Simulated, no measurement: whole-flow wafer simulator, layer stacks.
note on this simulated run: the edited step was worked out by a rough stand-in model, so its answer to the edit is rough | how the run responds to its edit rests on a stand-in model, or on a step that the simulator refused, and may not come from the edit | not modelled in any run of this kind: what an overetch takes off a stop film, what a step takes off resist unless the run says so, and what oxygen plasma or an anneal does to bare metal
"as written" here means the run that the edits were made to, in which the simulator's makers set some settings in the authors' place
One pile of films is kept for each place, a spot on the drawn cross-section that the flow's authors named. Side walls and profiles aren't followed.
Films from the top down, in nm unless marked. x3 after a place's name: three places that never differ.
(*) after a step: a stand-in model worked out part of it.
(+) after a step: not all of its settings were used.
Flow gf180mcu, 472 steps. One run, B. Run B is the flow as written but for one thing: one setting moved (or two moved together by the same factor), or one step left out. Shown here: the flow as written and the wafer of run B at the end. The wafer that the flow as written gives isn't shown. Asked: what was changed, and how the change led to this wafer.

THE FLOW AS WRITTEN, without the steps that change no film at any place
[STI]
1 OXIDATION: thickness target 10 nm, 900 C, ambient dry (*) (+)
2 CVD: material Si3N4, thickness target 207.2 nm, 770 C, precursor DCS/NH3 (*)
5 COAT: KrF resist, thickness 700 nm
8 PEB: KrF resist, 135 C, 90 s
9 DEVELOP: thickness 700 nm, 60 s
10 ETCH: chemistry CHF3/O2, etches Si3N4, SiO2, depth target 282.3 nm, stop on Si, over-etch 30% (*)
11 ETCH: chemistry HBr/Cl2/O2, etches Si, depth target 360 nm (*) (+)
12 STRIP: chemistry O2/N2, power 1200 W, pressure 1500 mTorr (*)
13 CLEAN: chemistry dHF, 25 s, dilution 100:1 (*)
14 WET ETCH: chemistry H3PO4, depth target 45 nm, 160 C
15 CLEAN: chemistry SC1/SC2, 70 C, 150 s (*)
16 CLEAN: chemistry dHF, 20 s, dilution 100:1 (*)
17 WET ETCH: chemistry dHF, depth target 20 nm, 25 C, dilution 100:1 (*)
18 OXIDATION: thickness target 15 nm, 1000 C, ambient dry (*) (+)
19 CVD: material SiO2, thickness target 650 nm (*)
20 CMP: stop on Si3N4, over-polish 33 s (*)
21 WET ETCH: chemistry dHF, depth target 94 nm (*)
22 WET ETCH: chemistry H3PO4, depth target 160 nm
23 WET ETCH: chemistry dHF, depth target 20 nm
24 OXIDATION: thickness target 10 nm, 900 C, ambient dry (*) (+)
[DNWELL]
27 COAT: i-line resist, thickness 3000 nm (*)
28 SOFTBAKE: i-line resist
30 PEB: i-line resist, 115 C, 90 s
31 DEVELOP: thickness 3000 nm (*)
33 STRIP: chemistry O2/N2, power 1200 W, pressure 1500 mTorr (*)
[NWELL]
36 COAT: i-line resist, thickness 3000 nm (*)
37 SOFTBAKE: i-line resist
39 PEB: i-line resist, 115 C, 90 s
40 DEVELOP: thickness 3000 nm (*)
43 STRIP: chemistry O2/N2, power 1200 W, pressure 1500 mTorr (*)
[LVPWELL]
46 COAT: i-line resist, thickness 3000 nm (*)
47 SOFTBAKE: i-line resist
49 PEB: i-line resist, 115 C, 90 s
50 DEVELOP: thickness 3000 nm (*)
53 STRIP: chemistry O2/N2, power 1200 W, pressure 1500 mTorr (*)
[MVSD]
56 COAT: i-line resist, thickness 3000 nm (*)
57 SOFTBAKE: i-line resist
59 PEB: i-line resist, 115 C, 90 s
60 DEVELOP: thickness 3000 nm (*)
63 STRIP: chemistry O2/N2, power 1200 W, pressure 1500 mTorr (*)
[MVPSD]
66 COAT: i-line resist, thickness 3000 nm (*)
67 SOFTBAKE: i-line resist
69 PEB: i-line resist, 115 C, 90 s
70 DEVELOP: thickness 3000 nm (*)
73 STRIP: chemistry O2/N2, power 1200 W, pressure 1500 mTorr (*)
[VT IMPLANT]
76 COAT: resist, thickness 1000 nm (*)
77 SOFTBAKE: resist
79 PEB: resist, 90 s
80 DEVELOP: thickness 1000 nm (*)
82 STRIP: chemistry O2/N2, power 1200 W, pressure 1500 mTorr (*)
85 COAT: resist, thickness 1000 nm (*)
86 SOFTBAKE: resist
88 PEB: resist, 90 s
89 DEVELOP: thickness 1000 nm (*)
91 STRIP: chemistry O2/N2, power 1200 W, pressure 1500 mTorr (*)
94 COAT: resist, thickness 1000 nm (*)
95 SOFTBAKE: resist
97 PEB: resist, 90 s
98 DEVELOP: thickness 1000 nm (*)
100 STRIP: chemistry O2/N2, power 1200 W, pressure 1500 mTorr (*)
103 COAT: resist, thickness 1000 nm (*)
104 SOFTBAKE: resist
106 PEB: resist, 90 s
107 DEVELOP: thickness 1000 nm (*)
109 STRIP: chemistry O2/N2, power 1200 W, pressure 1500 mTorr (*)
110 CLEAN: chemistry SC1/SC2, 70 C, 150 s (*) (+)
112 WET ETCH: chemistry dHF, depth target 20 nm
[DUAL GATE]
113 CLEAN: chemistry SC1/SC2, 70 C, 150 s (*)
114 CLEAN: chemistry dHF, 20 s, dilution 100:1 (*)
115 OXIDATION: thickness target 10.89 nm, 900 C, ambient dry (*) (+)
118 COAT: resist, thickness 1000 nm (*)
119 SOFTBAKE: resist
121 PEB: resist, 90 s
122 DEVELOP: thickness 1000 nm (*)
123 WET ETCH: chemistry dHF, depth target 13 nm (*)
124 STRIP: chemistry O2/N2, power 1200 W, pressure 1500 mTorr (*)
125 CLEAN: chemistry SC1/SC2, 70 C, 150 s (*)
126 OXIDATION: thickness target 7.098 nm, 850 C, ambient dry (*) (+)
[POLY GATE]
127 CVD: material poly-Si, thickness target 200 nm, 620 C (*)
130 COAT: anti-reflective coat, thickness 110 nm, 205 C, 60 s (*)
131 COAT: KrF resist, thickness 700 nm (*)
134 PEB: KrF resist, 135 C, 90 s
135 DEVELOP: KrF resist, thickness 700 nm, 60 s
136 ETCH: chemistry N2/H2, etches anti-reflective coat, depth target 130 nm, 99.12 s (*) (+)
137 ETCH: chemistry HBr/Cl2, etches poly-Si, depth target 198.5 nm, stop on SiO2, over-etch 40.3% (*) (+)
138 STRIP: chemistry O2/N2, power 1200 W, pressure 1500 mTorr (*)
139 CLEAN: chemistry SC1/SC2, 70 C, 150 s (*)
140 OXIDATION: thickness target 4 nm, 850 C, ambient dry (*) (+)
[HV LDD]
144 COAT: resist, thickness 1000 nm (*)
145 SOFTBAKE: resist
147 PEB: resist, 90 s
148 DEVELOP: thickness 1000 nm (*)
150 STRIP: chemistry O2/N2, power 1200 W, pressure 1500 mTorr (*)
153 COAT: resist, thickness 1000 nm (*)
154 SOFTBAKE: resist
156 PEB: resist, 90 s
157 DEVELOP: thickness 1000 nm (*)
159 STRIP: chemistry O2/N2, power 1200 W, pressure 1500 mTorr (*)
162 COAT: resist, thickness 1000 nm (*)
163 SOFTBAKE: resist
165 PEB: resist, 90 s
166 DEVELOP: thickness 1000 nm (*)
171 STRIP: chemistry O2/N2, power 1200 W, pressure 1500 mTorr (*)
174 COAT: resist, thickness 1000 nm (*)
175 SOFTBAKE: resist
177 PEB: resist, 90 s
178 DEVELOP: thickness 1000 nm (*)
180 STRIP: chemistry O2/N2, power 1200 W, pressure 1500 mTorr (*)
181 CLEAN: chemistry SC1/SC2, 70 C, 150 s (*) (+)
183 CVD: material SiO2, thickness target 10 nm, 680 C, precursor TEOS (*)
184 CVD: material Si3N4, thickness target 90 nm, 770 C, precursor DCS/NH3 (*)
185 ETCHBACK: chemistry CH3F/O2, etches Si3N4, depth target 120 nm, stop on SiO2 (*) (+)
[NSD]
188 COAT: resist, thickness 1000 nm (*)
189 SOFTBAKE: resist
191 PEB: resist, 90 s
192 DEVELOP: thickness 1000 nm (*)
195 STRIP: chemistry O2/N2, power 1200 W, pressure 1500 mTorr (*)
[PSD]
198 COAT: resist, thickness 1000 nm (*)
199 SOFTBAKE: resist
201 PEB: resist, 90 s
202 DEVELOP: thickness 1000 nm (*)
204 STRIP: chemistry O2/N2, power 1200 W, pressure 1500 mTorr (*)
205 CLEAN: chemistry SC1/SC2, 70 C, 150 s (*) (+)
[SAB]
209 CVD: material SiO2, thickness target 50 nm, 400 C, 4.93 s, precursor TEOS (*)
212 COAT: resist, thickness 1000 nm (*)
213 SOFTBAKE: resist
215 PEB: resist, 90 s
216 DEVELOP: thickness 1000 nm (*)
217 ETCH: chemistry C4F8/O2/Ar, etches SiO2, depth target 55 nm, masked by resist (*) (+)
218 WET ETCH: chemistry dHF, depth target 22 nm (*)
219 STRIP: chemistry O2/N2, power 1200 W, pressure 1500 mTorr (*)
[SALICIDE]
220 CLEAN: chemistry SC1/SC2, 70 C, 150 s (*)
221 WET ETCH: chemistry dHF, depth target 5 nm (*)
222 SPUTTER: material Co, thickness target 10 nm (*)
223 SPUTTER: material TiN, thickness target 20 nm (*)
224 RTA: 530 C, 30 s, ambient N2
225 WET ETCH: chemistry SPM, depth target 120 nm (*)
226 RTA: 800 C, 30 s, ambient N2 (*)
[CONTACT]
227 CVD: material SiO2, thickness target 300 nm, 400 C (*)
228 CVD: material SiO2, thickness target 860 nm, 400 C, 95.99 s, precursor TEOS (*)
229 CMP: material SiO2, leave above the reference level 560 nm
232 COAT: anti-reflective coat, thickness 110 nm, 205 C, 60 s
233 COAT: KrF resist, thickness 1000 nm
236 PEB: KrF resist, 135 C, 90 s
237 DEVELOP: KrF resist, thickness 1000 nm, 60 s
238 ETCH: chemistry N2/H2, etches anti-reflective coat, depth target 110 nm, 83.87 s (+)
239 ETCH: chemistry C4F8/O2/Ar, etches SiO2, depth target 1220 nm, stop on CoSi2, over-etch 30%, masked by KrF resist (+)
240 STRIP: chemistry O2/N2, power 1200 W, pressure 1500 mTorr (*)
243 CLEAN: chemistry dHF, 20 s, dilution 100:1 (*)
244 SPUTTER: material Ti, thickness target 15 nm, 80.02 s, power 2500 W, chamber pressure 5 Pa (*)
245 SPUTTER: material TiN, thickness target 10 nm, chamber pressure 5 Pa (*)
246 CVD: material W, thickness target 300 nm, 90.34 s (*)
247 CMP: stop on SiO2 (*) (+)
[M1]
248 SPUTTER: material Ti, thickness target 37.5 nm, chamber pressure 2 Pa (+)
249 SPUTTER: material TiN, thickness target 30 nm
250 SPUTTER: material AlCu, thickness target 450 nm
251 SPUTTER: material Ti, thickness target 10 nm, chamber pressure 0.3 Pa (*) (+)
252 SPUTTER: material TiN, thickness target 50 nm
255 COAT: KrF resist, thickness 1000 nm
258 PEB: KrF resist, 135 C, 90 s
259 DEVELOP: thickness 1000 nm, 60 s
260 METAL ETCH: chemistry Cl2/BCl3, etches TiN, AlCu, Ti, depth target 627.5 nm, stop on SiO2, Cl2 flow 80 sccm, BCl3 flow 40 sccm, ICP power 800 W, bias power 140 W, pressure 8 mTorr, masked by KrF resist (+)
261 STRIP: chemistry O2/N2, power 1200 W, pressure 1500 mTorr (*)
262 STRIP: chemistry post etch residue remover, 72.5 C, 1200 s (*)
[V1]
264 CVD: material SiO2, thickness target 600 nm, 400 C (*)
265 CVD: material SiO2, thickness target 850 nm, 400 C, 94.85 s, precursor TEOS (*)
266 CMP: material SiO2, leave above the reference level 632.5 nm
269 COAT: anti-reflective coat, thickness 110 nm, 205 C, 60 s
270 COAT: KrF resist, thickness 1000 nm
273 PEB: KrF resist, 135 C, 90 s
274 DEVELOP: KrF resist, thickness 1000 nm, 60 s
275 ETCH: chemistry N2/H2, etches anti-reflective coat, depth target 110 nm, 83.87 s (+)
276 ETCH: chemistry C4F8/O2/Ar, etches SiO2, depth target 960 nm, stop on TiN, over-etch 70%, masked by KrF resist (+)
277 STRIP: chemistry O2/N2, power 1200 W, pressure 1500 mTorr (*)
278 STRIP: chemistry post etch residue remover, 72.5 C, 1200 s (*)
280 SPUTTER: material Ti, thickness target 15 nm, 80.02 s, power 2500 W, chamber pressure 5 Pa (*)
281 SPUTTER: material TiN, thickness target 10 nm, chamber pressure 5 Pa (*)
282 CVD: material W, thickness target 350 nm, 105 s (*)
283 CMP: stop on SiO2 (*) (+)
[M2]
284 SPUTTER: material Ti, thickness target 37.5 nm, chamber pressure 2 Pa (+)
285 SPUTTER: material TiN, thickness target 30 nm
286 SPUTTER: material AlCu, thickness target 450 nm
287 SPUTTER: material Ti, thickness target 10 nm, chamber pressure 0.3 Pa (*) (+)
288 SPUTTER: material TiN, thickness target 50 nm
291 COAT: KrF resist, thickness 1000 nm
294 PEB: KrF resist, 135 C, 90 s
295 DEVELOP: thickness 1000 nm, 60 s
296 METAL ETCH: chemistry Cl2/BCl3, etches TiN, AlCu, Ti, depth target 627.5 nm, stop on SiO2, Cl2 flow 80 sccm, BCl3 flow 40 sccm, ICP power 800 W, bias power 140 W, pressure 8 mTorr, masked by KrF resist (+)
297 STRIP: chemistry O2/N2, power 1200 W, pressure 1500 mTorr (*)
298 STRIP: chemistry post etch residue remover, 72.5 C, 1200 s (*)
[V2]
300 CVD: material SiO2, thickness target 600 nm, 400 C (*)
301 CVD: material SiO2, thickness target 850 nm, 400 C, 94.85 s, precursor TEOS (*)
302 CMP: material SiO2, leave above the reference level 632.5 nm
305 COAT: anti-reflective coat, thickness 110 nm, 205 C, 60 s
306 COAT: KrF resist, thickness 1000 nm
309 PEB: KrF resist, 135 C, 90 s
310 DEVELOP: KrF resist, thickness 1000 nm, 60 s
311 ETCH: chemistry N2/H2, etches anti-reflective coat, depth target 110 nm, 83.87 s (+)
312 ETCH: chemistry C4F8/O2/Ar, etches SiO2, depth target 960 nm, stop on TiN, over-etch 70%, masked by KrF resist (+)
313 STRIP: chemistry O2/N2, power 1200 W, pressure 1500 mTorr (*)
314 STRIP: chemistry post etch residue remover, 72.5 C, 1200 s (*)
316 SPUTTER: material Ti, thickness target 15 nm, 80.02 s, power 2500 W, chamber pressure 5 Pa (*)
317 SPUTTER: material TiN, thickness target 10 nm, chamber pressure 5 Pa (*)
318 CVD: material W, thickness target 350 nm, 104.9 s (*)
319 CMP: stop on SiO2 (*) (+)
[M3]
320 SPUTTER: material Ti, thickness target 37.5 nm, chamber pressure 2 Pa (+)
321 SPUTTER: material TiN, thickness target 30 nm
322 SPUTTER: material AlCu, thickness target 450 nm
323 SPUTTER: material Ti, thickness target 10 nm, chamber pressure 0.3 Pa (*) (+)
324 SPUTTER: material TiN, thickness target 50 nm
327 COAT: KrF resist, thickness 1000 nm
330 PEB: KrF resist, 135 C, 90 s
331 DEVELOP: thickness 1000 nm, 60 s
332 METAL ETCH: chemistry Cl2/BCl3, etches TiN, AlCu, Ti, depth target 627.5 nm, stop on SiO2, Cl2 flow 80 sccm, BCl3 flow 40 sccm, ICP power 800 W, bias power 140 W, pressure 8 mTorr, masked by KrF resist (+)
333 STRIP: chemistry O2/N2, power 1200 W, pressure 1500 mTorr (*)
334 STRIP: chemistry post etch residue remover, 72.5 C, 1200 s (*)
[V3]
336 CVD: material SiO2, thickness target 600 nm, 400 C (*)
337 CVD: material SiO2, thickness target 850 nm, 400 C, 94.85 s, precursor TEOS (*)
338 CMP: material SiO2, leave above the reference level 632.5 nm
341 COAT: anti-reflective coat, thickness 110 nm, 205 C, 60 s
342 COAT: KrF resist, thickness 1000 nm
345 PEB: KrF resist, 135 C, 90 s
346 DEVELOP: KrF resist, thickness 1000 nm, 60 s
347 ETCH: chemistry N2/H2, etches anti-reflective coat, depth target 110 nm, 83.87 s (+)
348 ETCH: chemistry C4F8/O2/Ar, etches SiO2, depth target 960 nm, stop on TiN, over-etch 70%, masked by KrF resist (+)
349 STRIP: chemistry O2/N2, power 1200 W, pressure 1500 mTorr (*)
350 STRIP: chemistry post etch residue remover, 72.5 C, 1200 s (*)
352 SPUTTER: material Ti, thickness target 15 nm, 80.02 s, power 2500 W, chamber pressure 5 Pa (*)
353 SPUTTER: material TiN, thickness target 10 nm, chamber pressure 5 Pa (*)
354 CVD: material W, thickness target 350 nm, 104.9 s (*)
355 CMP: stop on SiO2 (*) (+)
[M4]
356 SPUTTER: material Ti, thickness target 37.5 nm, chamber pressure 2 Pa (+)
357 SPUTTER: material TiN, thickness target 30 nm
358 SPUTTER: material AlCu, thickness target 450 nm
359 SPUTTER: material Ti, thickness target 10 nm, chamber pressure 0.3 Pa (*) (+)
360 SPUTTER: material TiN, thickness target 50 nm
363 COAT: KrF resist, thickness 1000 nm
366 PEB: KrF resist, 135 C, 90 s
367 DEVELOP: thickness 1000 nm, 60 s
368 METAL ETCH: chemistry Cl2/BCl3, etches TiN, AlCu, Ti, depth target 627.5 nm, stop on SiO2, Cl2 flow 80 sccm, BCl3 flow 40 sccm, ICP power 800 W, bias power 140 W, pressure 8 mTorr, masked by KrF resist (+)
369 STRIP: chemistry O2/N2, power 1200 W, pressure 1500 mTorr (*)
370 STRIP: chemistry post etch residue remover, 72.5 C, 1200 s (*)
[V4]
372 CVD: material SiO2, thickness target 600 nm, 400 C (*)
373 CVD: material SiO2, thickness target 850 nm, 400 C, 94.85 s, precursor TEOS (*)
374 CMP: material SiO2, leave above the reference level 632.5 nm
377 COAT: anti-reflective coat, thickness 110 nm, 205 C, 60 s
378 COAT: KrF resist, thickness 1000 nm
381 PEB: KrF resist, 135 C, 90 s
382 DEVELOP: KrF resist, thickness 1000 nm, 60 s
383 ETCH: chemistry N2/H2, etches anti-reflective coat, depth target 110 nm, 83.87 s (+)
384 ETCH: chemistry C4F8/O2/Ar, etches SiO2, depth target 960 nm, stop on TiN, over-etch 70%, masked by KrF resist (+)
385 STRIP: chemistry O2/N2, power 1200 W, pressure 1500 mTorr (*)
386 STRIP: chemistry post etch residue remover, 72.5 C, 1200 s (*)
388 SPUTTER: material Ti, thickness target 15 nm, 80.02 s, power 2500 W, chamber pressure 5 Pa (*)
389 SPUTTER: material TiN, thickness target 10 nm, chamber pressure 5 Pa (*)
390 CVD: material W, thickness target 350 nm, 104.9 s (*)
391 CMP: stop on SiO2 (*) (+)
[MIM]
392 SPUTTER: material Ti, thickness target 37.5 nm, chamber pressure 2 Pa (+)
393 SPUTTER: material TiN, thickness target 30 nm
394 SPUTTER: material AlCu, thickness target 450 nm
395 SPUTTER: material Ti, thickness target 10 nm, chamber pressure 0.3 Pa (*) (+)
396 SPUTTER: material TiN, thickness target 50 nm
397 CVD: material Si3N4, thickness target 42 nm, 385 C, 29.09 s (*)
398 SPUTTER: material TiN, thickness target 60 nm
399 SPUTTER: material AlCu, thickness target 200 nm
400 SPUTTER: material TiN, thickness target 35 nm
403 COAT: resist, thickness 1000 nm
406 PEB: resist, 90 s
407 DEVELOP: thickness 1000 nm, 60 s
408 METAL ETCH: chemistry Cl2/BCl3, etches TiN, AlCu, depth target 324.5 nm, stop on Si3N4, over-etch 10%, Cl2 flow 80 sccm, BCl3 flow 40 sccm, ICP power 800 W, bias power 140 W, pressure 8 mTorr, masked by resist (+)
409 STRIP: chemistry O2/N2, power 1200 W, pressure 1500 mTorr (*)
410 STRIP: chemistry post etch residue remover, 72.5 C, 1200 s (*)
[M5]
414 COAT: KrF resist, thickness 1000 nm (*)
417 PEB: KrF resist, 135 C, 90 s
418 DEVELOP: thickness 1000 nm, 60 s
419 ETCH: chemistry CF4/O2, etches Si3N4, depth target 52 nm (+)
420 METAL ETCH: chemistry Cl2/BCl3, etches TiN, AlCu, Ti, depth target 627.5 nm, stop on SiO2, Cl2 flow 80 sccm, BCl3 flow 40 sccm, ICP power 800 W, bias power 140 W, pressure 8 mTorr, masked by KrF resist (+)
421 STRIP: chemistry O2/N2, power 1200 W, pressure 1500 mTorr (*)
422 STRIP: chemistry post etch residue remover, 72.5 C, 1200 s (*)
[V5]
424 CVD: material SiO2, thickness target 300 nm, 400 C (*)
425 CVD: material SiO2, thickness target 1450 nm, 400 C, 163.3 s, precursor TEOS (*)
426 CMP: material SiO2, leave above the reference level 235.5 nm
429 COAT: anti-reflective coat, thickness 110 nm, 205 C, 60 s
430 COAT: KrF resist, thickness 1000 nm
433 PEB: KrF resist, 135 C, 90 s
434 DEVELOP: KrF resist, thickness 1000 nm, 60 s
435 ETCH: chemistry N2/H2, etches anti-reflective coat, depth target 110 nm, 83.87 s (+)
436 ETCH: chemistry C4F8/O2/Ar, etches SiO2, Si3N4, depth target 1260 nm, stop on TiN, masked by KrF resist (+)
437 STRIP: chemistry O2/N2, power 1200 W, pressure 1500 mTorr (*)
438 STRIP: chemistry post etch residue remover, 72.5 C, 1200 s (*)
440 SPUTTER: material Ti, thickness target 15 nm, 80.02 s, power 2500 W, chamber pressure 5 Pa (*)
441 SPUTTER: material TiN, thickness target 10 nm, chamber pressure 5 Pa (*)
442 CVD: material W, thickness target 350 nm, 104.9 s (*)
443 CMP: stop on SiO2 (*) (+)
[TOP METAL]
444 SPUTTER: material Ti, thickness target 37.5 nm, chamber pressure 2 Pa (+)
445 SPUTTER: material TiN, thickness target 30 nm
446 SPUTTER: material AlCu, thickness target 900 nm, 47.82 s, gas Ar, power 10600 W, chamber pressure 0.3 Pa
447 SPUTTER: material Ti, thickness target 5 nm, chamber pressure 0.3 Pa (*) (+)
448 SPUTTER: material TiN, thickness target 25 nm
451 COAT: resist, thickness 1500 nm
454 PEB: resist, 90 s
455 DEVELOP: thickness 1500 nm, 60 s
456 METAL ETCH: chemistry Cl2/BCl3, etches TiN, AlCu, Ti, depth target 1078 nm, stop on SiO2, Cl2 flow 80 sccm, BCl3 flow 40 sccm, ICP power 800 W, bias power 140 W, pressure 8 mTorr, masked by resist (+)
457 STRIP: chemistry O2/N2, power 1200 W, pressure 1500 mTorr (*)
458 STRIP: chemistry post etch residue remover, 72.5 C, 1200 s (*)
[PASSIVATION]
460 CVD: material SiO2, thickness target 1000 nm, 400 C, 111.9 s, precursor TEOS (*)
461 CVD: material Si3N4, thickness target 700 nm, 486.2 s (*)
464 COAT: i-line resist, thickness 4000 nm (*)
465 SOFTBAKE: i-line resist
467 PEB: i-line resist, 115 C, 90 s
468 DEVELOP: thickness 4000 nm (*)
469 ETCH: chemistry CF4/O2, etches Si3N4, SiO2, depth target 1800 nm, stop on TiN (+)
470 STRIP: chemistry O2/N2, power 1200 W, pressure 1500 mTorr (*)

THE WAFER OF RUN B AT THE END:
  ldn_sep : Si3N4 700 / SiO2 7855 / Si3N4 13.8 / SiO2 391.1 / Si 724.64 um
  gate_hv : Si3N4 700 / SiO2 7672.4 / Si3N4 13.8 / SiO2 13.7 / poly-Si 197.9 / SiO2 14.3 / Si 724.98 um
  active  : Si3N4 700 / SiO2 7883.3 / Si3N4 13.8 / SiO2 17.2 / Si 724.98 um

The cause: step 185, ETCHBACK: depth target 72 nm was run, where the flow has depth target 120 nm.

How the change led to this, step by step:
  185 ETCHBACK: chemistry CH3F/O2, etches Si3N4, depth target 120 nm, stop on SiO2 (*) (+)
      field, field__w1, field__w2 and 100 more: Si3N4 -72 (as written it would be: Si3N4 -90 (all of it), SiO2 -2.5)
  188 COAT: resist, thickness 1000 nm (*)
      spacer: resist +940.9 (new film) (as written it would be: resist +920.3 (new film))
  189 SOFTBAKE: resist
      field__w9: resist -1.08 (as written it would be: resist +1.85)
      nw_enc_fld_lv: resist +1.62 (as written it would be: resist +0.58)
  191 PEB: resist, 90 s
      spacer: resist -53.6 (as written it would be: resist -52.3)
  192 DEVELOP: thickness 1000 nm (*)
      spacer: resist -887.4 (all of it) (as written it would be: resist -868 (all of it))
  198 COAT: resist, thickness 1000 nm (*)
      spacer: resist +940.9 (new film) (as written it would be: resist +920.3 (new film))
  199 SOFTBAKE: resist
      field__w9: resist -1.08 (as written it would be: resist +1.85)
      nw_enc_fld_lv: resist +1.62 (as written it would be: resist +0.58)
  201 PEB: resist, 90 s
      spacer: resist -53.6 (as written it would be: resist -52.3)
  204 STRIP: chemistry O2/N2, power 1200 W, pressure 1500 mTorr (*)
      spacer: resist -887.3 (all of it) (as written it would be: resist -868 (all of it))
  205 CLEAN: chemistry SC1/SC2, 70 C, 150 s (*) (+)
      field, field__w1, field__w2 and 105 more: Si3N4 -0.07 (as written it would be: SiO2 -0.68)
  209 CVD: material SiO2, thickness target 50 nm, 400 C, 4.93 s, precursor TEOS (*)
      field, field__w7, field__w8 and 73 more: SiO2 +50 (new film) (as written it would be: SiO2 +50)
      field_sub__w1, field_sub__w3, field_sub__w4, field_sub__w5, ld_drift_n: SiO2 +48.8 (new film) (as written it would be: SiO2 +48.9)
      (and at 27 more places)
  212 COAT: resist, thickness 1000 nm (*)
      spacer: resist +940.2 (new film) (as written it would be: resist +919.2 (new film))
  215 PEB: resist, 90 s
      spacer: resist -53.5 (as written it would be: resist -52.3)
  216 DEVELOP: thickness 1000 nm (*)
      spacer: resist -886.7 (all of it) (as written it would be: resist -866.9 (all of it))
  217 ETCH: chemistry C4F8/O2/Ar, etches SiO2, depth target 55 nm, masked by resist (*) (+)
      field, field__w7, field__w8 and 70 more: SiO2 -50 (all of it), Si3N4 -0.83 (as written it would be: SiO2 -55)
      field_sub__w1, field_sub__w3, field_sub__w4, field_sub__w5, ld_drift_n: SiO2 -48.8 (all of it), Si3N4 -1.03 (as written it would be: SiO2 -55)
      (and at 21 more places)
  218 WET ETCH: chemistry dHF, depth target 22 nm (*)
      gate, gate_hv, gate_p and 23 more: Si3N4 -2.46 (as written it would be: SiO2 -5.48 (all of it))
      field, field__w10, sti and 14 more: Si3N4 -2.46 (as written it would be: SiO2 -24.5)
      (and at 56 more places)
  ... 13 more steps ...
  471 ANNEAL: 400 C, 1800 s, ambient N2/H2
      polyc_n, polyc_p: under 9 films: void +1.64 (new film), Ti -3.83, TiSi first +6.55 (new film), poly-Si -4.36 (as written it would be: nothing)
      contact: under 49 films: void +1.62 (new film), Ti -3.83, TiSi first +6.55 (new film), Si -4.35 (as written it would be: nothing)
Counting metal films that touch as one body, gate_hv has 0 bodies; the flow as written gives 1 body.
Counting metal films that touch as one body, active has 0 bodies; the flow as written gives 1 body.
